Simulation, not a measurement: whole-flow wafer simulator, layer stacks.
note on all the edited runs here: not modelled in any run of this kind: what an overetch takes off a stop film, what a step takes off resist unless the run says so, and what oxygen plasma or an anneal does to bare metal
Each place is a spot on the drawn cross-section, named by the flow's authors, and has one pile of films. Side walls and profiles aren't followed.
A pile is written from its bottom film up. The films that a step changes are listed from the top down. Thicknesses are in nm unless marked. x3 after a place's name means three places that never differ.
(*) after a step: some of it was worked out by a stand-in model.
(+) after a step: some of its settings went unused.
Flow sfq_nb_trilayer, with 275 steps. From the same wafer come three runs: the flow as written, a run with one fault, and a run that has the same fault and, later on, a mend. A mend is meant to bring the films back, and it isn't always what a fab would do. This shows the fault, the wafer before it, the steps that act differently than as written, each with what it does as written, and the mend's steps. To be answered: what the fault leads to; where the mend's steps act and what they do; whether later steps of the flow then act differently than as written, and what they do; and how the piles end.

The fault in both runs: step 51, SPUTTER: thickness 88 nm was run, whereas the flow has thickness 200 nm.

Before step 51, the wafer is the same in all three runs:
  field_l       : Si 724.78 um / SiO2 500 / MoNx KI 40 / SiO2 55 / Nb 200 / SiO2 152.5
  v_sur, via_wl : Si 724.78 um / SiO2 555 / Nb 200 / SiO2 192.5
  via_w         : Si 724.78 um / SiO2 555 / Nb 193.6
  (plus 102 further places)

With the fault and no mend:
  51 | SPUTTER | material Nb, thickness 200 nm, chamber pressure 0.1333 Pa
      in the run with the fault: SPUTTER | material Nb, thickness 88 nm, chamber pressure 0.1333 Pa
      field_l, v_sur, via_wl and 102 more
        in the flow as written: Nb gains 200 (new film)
        in the run with the fault: Nb gains 88 (new film)
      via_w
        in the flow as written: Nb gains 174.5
        in the run with the fault: Nb gains 77.5
  Later steps of the flow acting differently than as written (not shown: 3 more steps that differ only slightly, by at most 2% or 0.5 nm, whichever is larger):
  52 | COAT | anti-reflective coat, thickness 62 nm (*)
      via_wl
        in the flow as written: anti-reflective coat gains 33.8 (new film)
        in the run with the fault: anti-reflective coat gains 32 (new film)
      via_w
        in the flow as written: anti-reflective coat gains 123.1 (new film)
        in the run with the fault: anti-reflective coat gains 118.3 (new film)
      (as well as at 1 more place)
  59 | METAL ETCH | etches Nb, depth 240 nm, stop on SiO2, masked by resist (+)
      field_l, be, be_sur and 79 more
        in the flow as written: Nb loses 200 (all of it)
        in the run with the fault: Nb loses 88 (all of it)
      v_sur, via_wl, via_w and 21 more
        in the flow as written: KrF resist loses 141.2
        in the run with the fault: KrF resist loses 77.6
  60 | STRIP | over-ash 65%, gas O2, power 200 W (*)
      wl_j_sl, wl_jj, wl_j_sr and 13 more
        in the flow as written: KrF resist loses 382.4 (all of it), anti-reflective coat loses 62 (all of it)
        in the run with the fault: KrF resist loses 445.9 (all of it), anti-reflective coat loses 62 (all of it)
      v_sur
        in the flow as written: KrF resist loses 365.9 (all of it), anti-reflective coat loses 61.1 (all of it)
        in the run with the fault: KrF resist loses 431.5 (all of it), anti-reflective coat loses 60.6 (all of it)
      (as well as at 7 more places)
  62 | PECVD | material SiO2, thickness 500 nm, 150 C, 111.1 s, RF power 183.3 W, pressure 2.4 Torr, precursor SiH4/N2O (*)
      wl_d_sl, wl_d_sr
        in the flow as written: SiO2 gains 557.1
        in the run with the fault: SiO2 gains 500
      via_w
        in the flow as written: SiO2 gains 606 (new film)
        in the run with the fault: SiO2 gains 578.7 (new film)
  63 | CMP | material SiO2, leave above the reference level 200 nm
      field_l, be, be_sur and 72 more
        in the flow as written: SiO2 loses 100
        in the run with the fault: SiO2 loses 212
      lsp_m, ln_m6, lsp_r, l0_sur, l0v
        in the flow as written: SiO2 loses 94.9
        in the run with the fault: SiO2 loses 212
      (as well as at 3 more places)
  At field_l, v_sur, via_wl and 103 more, the piles at the end differ from the flow's by more than 2% or 0.5 nm, whichever is larger.
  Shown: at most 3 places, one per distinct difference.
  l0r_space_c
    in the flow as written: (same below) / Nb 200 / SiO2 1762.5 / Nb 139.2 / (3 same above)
    in the run with the fault: (same below) / Nb 200 / SiO2 1650.5 / Nb 139.2 / (3 same above)
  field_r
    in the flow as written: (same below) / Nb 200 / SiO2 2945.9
    in the run with the fault: (same below) / Nb 200 / SiO2 2833.9
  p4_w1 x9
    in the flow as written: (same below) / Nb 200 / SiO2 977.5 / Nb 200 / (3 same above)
    in the run with the fault: (same below) / Nb 200 / SiO2 865.5 / Nb 200 / (3 same above)

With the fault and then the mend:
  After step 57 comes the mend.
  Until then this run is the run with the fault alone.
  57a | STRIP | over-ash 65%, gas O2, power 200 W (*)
      p4_fl x3, p4_w1 x9, p4_g1 x2 and 47 more
        anti-reflective coat loses 62 (all of it)
      wl_j_sl, wl_jj, wl_j_sr and 13 more
        KrF resist loses 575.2 (all of it), anti-reflective coat loses 62 (all of it)
      r_sur, res, r_end and 8 more
        anti-reflective coat loses 61.8 (all of it)
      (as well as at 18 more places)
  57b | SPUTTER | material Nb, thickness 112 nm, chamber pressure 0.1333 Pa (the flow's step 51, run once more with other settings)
      field_l, v_sur, via_wl and 102 more
        Nb gains 112
      via_w
        Nb gains 92.7
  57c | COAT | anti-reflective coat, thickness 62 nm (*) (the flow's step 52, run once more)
      p4_fl x3, p4_w1 x9, p4_g1 x2 and 63 more
        anti-reflective coat gains 62 (new film)
      r_sur, res, r_end and 9 more
        anti-reflective coat gains 61.8 (new film)
      jj_sur, ce_l, c5j, ce_r, sp_r, be_r
        anti-reflective coat gains 61.7 (new film)
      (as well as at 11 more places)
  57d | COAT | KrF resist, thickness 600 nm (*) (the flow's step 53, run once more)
      p4_fl x3, p4_w1 x9, p4_g1 x2 and 63 more
        KrF resist gains 600 (new film)
      res, r_end, moat, field_r, l0_sur
        KrF resist gains 599.4 (new film)
      lsp_l, ln_m5, lsp_m, ln_m6, lsp_r
        KrF resist gains 599.5 (new film)
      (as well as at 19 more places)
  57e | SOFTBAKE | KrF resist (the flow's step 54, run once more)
      leaves every film unchanged at each place that is followed
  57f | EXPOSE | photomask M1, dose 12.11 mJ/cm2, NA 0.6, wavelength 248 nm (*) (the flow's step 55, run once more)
      leaves every film unchanged at each place that is followed
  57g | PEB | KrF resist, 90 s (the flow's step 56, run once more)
      wire, be, be_sur and 96 more
        KrF resist loses 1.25
      field_l, via_v
        KrF resist loses 1.24
      via_wl, via_wr
        KrF resist loses 1.26
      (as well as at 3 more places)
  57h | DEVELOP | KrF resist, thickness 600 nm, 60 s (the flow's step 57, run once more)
      p4_fl x3, p4_w1 x9, p4_g1 x2 and 47 more
        KrF resist loses 598.7 (all of it)
      v_sur, via_wl, via_w and 21 more
        KrF resist loses 23.5
      moat, field_r, lsp_l, lsp_m, ln_m6, lsp_r, l0_sur
        KrF resist loses 598.2 (all of it)
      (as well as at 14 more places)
  Later steps of the flow that are run all act as written at every place that is followed, up to a difference of at most 2% or 0.5 nm, whichever is larger.
  The piles end only slightly different from the flow's at the places that both follow, by no more than 2% or 0.5 nm, whichever is larger.
